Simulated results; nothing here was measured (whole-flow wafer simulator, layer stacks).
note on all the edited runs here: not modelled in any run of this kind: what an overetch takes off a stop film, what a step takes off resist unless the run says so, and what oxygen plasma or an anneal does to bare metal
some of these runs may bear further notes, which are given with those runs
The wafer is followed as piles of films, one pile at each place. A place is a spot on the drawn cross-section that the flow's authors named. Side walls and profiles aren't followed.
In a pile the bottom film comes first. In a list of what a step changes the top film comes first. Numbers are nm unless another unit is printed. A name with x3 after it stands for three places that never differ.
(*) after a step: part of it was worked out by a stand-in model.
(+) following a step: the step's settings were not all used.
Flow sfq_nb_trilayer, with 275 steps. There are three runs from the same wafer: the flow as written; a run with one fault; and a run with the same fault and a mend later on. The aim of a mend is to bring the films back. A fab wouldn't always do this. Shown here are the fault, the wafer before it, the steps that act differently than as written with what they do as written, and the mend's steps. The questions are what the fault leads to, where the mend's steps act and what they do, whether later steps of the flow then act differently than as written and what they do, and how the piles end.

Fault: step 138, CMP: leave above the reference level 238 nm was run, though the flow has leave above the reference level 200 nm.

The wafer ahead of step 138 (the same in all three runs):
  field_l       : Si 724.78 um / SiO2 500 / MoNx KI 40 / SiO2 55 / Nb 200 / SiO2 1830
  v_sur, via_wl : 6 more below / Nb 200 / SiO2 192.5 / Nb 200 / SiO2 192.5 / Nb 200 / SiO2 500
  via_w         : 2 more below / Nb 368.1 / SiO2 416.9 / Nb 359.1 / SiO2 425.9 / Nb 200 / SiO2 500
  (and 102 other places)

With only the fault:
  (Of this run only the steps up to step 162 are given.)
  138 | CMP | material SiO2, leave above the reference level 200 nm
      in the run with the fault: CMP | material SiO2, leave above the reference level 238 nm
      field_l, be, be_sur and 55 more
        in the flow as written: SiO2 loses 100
        in the run with the fault: SiO2 loses 62
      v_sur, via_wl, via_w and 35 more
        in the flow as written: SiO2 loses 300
        in the run with the fault: SiO2 loses 262
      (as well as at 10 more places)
  Later steps of the flow acting differently than as written (2 more steps, not shown, differ only slightly: by at most 2% or 0.5 nm, whichever is larger):
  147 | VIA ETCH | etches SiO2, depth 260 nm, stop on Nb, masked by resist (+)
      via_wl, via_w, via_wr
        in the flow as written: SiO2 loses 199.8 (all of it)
        in the run with the fault: SiO2 loses 237.8 (all of it)
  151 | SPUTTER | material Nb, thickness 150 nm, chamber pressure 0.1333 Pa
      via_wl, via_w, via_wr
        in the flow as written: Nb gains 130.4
        in the run with the fault: Nb gains 126
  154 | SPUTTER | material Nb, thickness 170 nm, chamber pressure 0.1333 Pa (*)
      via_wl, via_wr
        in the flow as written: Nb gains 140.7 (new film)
        in the run with the fault: Nb gains 134.1 (new film)
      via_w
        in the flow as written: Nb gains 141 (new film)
        in the run with the fault: Nb gains 134.4 (new film)
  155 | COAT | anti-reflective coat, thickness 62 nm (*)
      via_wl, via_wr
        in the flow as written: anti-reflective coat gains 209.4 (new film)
        in the run with the fault: anti-reflective coat gains 248.1 (new film)
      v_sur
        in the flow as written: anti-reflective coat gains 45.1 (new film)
        in the run with the fault: anti-reflective coat gains 43.6 (new film)
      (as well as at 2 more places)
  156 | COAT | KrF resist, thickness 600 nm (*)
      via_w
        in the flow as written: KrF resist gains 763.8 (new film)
        in the run with the fault: KrF resist gains 798.7 (new film)
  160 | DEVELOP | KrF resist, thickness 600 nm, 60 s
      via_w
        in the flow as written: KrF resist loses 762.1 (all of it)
        in the run with the fault: KrF resist loses 797 (all of it)
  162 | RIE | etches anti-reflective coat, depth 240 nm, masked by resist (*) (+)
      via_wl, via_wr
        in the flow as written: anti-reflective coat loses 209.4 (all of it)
        in the run with the fault: anti-reflective coat loses 240
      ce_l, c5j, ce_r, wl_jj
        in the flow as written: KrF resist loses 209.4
        in the run with the fault: KrF resist loses 240
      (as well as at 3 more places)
  The piles after step 162 differ from the flow's at field_l, v_sur, via_wl and 100 more by more than 2% or 0.5 nm, whichever is larger.
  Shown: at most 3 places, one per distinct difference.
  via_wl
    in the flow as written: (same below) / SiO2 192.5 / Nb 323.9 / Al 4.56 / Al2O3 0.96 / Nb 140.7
    in the run with the fault: (same below) / SiO2 192.5 / Nb 319.5 / Al 4.41 / Al2O3 0.96 / Nb 134.1 / anti-reflective coat 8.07
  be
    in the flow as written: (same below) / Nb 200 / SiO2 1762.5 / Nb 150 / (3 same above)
    in the run with the fault: (same below) / Nb 200 / SiO2 1800.5 / Nb 150 / (3 same above)
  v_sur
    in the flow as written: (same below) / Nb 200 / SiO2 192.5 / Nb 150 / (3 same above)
    in the run with the fault: (same below) / Nb 200 / SiO2 230.5 / Nb 150 / (3 same above)

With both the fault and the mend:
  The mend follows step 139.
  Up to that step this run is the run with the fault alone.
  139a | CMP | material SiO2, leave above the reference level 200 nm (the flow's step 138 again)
      field_l, v_sur, via_wl and 103 more
        SiO2 loses 38
  None of the later steps of the flow acts differently than as written at any place that is followed.
  At every place that both follow, the piles at the end match the flow's.
